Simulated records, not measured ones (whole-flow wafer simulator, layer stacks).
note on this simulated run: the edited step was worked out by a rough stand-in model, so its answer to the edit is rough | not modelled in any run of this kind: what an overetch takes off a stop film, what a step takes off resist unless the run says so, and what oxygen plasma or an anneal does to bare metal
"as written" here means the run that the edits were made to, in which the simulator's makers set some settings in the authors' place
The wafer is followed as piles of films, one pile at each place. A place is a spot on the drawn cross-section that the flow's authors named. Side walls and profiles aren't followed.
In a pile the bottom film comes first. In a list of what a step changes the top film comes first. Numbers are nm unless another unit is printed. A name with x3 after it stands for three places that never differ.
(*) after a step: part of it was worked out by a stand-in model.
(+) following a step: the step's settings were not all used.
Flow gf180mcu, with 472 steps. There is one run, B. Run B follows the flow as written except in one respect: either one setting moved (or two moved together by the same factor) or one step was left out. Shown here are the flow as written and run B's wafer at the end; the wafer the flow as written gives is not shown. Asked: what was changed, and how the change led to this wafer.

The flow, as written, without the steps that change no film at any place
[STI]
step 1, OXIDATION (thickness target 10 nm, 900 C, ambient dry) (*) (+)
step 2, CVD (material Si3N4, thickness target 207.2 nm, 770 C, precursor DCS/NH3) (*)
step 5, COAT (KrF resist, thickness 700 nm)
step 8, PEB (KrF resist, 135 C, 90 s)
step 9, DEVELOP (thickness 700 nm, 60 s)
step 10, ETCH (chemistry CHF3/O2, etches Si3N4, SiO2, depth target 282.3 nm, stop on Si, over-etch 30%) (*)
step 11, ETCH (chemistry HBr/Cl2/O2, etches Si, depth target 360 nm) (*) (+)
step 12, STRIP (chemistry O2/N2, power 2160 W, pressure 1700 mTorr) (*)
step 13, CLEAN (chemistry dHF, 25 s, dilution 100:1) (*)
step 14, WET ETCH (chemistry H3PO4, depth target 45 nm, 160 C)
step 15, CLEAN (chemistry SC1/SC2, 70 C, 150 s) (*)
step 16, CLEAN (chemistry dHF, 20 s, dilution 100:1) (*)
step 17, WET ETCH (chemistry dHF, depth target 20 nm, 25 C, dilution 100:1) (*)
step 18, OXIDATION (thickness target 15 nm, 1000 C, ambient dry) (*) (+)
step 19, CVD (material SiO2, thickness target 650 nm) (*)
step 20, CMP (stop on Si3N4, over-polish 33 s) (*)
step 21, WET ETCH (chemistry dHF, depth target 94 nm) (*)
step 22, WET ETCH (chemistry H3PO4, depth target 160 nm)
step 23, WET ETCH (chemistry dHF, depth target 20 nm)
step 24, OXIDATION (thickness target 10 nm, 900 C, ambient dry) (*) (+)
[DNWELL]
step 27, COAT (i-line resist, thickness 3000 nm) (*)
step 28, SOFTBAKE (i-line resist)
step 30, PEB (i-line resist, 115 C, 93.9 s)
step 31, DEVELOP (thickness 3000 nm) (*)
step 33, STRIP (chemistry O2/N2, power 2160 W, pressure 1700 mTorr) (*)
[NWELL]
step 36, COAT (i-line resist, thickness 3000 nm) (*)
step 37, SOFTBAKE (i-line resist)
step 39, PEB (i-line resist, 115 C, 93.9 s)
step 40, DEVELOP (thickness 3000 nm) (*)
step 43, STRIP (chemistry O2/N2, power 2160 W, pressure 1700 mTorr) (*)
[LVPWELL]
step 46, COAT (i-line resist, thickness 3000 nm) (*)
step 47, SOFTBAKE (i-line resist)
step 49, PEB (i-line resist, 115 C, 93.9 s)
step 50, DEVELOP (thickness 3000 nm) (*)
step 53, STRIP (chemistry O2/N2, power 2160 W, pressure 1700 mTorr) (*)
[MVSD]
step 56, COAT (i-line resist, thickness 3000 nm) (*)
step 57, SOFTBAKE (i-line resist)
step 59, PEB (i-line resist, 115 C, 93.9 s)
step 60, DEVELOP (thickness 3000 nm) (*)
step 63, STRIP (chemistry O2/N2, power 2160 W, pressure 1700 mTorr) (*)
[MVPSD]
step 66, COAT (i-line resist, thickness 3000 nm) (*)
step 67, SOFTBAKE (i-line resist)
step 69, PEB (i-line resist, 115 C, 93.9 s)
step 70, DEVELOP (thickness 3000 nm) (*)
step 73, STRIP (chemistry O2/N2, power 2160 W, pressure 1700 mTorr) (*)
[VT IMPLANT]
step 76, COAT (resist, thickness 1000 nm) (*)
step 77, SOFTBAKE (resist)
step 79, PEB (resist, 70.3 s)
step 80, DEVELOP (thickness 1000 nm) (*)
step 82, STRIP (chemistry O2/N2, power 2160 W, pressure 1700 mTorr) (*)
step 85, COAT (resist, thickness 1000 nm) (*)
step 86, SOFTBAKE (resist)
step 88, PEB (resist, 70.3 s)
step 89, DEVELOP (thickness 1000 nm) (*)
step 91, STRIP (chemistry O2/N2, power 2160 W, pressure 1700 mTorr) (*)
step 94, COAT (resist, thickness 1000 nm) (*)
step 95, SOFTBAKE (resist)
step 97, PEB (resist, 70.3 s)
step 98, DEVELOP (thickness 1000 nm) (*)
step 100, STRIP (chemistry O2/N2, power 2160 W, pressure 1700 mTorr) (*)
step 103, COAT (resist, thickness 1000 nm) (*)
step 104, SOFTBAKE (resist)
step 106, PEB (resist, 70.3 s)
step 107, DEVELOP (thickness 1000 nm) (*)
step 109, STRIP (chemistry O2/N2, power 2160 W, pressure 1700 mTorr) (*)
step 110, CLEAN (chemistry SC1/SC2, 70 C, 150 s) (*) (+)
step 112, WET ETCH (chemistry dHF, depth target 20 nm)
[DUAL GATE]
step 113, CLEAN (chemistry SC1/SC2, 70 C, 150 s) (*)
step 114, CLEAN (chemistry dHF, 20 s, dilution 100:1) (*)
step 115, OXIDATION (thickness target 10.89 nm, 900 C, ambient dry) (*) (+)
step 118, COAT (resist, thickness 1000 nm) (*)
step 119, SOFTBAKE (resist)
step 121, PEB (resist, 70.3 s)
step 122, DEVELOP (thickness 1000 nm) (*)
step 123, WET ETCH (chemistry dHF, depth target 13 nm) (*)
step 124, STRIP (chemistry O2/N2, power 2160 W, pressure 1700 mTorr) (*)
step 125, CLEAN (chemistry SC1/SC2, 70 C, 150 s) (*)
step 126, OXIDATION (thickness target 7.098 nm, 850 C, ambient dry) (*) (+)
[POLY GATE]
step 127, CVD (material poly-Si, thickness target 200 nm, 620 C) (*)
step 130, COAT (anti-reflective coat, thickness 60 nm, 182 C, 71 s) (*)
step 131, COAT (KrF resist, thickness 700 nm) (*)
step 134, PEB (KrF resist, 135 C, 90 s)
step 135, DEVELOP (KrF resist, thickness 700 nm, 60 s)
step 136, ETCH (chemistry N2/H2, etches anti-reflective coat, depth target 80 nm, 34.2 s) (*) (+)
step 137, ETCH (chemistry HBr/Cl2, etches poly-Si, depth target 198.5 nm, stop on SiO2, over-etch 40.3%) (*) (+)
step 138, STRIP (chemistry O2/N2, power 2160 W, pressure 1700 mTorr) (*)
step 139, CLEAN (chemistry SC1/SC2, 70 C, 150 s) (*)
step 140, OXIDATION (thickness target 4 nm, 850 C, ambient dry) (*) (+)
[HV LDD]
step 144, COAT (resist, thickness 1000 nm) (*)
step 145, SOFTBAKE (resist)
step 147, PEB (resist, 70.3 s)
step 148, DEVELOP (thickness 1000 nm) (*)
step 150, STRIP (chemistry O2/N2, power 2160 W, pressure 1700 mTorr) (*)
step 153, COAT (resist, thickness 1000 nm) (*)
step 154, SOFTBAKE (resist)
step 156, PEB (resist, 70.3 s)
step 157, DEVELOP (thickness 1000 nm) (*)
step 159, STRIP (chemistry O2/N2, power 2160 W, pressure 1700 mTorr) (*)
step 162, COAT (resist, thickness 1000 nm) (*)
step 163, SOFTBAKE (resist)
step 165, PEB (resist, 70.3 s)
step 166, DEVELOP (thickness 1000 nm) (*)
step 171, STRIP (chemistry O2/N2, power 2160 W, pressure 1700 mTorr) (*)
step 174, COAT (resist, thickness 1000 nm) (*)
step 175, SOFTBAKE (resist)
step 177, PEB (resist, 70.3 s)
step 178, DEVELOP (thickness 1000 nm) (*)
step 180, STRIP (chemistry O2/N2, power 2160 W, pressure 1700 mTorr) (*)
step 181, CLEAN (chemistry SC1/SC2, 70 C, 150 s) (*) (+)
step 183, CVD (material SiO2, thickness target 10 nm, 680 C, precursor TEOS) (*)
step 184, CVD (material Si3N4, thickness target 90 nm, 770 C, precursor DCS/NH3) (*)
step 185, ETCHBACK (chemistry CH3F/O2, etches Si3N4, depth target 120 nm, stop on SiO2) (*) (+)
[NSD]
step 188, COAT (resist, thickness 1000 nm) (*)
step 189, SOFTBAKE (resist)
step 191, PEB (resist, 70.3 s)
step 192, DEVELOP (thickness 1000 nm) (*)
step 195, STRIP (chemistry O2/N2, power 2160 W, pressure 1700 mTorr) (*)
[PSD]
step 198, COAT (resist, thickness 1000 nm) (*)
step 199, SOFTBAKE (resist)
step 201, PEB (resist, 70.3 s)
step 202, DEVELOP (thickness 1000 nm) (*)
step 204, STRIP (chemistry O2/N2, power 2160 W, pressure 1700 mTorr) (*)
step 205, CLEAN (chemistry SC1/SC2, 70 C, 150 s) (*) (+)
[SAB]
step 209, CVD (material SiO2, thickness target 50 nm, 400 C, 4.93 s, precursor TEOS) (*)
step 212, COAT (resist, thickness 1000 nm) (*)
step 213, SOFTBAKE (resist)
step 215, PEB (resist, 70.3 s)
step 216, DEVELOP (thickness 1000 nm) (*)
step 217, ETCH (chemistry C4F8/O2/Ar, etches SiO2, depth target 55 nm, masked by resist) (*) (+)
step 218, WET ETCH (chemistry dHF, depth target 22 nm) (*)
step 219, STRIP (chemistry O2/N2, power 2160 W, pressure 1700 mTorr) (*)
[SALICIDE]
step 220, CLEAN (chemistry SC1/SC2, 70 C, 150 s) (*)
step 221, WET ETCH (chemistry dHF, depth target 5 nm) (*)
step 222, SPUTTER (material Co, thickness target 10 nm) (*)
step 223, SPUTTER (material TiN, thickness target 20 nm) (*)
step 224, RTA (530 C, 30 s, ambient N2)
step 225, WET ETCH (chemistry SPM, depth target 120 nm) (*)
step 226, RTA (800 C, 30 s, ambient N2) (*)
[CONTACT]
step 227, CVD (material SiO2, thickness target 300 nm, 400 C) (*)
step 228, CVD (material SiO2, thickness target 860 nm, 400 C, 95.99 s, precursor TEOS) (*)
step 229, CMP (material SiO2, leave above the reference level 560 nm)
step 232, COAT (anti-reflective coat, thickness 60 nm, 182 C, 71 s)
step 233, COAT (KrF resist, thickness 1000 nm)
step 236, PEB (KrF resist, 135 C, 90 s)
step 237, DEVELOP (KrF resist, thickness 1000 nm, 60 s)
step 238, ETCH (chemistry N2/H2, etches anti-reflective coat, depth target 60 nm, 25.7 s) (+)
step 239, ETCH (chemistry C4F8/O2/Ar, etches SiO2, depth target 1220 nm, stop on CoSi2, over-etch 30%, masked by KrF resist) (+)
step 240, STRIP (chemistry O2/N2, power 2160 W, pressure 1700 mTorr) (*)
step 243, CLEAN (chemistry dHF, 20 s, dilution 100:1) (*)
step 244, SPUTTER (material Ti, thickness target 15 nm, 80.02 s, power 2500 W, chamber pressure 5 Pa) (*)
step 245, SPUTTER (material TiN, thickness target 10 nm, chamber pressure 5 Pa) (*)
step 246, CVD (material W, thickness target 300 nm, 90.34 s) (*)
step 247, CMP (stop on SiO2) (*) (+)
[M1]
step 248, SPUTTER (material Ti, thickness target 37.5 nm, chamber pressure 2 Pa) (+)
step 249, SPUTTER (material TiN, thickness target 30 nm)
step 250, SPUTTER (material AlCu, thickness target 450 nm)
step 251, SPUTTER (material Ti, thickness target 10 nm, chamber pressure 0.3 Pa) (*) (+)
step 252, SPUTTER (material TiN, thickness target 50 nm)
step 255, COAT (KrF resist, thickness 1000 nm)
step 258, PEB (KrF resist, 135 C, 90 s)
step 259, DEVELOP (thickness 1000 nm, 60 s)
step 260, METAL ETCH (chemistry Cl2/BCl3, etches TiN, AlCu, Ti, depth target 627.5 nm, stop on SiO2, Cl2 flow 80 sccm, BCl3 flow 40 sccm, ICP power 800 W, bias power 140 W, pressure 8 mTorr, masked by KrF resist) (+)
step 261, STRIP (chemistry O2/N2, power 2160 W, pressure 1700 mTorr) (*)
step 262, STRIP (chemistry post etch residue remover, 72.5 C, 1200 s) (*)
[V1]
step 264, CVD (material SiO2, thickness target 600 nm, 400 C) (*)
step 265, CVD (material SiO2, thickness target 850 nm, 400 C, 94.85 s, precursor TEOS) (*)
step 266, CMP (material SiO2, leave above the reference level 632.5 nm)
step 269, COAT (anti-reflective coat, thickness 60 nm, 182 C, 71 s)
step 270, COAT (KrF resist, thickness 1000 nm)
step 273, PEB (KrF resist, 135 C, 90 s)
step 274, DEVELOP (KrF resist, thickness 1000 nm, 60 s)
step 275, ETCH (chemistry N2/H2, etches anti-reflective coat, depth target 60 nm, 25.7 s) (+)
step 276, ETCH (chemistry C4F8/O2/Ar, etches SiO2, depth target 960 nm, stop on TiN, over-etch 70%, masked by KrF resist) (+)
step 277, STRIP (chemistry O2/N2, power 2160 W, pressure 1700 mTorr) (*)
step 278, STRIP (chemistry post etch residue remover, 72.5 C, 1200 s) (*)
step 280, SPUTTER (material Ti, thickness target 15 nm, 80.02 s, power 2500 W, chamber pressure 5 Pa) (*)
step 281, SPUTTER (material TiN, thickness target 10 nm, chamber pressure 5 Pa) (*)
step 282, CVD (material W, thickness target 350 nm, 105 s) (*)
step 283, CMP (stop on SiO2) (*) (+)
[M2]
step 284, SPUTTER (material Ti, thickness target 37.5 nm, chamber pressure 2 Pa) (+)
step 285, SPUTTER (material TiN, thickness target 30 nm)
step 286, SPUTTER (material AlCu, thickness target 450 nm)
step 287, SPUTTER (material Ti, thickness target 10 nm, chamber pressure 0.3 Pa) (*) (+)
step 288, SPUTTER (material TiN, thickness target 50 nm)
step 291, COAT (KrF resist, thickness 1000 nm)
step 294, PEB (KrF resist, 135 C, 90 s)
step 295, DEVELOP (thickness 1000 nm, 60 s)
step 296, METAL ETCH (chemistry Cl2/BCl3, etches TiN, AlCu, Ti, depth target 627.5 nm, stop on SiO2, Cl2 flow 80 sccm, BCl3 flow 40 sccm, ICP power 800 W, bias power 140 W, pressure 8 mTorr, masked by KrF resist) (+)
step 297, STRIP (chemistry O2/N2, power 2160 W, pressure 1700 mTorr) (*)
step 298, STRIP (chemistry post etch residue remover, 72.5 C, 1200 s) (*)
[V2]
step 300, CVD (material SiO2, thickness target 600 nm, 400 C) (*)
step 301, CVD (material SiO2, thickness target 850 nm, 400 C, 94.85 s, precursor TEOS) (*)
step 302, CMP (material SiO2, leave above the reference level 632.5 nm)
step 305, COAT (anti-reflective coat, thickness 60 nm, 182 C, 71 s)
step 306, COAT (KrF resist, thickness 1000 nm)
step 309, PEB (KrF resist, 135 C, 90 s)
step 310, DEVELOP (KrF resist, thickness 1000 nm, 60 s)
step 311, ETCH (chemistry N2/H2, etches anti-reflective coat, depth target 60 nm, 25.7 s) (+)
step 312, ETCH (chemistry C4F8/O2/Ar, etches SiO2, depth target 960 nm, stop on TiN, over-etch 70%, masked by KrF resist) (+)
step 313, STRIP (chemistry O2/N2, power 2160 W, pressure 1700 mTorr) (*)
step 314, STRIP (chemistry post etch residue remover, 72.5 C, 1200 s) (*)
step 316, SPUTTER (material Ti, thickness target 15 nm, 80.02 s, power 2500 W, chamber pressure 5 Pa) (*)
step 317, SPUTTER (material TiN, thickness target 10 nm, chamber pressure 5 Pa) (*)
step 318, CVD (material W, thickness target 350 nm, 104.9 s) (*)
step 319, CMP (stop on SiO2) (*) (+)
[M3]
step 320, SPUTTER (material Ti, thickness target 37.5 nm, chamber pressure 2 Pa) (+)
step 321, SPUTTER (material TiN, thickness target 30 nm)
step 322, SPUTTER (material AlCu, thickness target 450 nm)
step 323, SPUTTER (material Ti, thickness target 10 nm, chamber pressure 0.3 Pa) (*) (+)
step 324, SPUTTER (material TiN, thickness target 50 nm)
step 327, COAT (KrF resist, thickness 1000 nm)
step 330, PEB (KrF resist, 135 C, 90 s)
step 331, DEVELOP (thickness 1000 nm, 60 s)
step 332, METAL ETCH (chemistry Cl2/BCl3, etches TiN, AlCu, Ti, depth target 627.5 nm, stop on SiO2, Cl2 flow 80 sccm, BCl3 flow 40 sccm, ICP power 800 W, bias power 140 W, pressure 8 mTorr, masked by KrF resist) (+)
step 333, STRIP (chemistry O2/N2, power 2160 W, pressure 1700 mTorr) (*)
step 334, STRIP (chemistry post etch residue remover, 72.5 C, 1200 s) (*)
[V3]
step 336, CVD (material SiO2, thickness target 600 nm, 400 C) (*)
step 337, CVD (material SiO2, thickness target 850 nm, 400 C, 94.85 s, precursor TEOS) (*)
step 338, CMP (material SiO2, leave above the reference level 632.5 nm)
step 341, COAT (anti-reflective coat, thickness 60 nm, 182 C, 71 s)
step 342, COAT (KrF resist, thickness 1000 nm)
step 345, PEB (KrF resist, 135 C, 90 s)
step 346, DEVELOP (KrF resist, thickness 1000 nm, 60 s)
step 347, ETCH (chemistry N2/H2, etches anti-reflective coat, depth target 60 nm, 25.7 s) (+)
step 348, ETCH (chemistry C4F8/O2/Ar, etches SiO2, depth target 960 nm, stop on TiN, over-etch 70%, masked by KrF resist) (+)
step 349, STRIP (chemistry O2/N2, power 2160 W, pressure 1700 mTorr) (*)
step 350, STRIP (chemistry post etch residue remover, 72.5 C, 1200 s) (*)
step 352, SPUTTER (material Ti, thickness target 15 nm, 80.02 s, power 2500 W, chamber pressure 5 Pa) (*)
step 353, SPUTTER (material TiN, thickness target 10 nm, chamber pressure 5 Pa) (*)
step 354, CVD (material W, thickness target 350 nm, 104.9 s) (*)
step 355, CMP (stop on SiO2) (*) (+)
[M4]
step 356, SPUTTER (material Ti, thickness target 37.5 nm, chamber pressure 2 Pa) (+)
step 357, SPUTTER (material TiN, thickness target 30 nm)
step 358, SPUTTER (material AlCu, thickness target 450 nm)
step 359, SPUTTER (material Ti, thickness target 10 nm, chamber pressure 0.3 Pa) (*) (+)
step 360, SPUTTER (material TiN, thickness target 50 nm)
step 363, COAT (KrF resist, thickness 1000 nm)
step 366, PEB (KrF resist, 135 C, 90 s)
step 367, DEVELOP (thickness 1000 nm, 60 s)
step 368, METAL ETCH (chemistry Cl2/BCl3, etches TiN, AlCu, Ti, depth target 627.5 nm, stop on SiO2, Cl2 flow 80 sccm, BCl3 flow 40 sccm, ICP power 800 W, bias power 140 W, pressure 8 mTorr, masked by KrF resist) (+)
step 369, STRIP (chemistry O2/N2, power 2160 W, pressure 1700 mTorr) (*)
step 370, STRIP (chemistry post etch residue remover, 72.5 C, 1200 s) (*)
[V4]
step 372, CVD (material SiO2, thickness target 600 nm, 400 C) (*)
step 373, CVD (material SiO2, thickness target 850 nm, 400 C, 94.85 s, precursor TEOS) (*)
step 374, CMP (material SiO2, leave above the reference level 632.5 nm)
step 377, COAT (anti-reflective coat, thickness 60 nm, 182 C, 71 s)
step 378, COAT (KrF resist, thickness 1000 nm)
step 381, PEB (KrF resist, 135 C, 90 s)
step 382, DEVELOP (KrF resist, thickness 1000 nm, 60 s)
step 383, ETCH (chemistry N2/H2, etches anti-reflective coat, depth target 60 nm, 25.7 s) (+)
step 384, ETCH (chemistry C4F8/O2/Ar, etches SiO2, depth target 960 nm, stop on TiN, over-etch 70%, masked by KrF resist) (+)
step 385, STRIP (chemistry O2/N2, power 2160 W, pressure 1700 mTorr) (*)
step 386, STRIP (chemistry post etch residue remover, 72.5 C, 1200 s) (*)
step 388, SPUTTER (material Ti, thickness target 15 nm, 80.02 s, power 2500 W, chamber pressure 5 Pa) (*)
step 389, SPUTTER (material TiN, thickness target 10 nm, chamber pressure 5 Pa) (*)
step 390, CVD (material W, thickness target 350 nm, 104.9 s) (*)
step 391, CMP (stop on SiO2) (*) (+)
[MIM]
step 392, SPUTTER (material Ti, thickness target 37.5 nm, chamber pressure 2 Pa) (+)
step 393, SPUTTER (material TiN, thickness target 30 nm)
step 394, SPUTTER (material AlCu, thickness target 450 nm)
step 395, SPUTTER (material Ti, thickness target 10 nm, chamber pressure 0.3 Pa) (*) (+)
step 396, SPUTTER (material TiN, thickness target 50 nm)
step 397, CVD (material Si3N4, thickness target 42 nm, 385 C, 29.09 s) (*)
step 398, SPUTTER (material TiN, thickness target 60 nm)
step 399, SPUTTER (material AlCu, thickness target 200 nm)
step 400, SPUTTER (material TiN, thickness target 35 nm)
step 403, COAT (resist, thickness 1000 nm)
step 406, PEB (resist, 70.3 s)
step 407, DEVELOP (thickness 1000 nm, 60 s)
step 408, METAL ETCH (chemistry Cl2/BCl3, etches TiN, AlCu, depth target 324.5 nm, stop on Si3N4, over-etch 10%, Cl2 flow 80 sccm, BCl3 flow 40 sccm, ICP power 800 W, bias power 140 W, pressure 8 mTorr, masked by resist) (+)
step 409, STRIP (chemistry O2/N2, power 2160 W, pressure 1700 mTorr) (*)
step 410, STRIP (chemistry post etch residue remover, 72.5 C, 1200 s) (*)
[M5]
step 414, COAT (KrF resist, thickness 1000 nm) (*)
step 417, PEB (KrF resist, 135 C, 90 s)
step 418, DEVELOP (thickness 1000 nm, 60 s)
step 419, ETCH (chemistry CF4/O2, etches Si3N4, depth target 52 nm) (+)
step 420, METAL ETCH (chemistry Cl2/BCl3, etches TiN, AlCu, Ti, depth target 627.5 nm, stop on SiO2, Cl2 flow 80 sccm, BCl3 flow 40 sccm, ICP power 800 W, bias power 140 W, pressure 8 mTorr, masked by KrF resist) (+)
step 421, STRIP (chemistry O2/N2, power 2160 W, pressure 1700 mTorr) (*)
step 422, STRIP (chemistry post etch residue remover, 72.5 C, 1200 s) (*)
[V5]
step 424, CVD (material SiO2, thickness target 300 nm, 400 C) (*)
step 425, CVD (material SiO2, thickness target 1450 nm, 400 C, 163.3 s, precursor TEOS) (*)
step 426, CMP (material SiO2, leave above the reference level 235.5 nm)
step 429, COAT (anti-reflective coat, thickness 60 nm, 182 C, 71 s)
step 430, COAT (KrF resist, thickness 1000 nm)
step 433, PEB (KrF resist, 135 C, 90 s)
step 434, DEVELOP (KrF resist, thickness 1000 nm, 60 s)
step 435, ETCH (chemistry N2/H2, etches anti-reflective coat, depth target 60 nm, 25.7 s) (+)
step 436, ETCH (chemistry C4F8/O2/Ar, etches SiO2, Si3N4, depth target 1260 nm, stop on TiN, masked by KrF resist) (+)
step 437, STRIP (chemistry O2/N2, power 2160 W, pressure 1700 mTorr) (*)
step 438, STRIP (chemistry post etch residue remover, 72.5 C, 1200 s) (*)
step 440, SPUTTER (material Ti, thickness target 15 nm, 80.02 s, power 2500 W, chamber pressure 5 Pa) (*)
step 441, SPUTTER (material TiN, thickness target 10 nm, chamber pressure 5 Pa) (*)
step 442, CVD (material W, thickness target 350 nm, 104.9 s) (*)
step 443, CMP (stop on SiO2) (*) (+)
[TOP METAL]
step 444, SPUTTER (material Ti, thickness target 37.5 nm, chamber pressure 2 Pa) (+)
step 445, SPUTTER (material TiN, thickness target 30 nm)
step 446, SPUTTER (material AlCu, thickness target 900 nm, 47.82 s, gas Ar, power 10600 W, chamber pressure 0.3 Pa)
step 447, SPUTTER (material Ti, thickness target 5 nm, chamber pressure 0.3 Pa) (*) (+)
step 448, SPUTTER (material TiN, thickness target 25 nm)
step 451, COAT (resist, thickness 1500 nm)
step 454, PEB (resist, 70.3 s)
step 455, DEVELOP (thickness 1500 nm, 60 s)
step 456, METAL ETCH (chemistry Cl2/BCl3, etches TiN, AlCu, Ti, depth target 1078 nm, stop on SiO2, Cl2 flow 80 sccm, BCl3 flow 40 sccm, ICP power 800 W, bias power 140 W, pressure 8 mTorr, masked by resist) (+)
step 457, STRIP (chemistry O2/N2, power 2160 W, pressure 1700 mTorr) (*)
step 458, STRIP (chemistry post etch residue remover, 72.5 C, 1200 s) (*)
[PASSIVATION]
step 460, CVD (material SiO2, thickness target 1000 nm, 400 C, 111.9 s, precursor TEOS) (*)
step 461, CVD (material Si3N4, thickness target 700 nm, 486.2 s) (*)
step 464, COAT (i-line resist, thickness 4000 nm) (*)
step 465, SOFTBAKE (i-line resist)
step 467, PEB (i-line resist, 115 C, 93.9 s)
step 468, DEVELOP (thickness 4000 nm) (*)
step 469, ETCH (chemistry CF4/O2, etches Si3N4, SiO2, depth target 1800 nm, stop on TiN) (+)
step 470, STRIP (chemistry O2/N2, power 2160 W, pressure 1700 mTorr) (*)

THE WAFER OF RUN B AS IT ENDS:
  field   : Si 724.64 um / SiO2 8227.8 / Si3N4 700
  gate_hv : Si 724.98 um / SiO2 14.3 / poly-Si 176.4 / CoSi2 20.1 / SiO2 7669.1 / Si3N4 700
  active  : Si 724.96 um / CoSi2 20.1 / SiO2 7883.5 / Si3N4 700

Cause: step 222, SPUTTER: thickness target 5.75 nm was run, though the flow has thickness target 10 nm.

Step by step, how the change led to this:
  step 222, SPUTTER (material Co, thickness target 10 nm) (*)
      field, field__w7, field__w8 and 71 more: Co gains 5.75 (new film) (as written it would have been: Co gains 10 (new film))
      field__w6, field_sub, field_sub__w2: Co gains 5.72 (new film) (as written it would have been: Co gains 9.95 (new film))
      (and at 34 other places as well)
  step 224, RTA (530 C, 30 s, ambient N2)
      gate, gate_hv, gate_p and 22 more: under 1 film: CoSi gains 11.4 (new film), Co loses 5.75 (all of it), poly-Si loses 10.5 (as written it would have been: under 1 film: CoSi gains 19.9 (new film), Co loses 10 (all of it), poly-Si loses 18.2)
      active, p_well, sd_n and 11 more: under 1 film: CoSi gains 11.4 (new film), Co loses 5.75 (all of it), Si loses 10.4 (as written it would have been: under 1 film: CoSi gains 19.9 (new film), Co loses 10 (all of it), Si loses 18.1)
      (and at 10 other places as well)
  step 225, WET ETCH (chemistry SPM, depth target 120 nm) (*)
      field, field__w7, field__w8 and 32 more: TiN loses 20 (all of it), Co loses 5.75 (all of it) (as written it would have been: TiN loses 20 (all of it), Co loses 10 (all of it))
      field__w9, nw_enc_fld_lv__w3: TiN loses 19.1 (all of it), Co loses 5.52 (all of it) (as written it would have been: TiN loses 19.1 (all of it), Co loses 9.6 (all of it))
      (and at 25 other places as well)
  step 226, RTA (800 C, 30 s, ambient N2) (*)
      gate, gate_hv, gate_p and 22 more: CoSi2 gains 20.1 (new film), CoSi loses 11.4 (all of it), poly-Si loses 10.5 (as written it would have been: CoSi2 gains 35 (new film), CoSi loses 19.9 (all of it), poly-Si loses 18.2)
      active, p_well, sd_n and 11 more: CoSi2 gains 20.1 (new film), CoSi loses 11.4 (all of it), Si loses 10.4 (as written it would have been: CoSi2 gains 35 (new film), CoSi loses 19.9 (all of it), Si loses 18.1)
      (and at 10 other places as well)
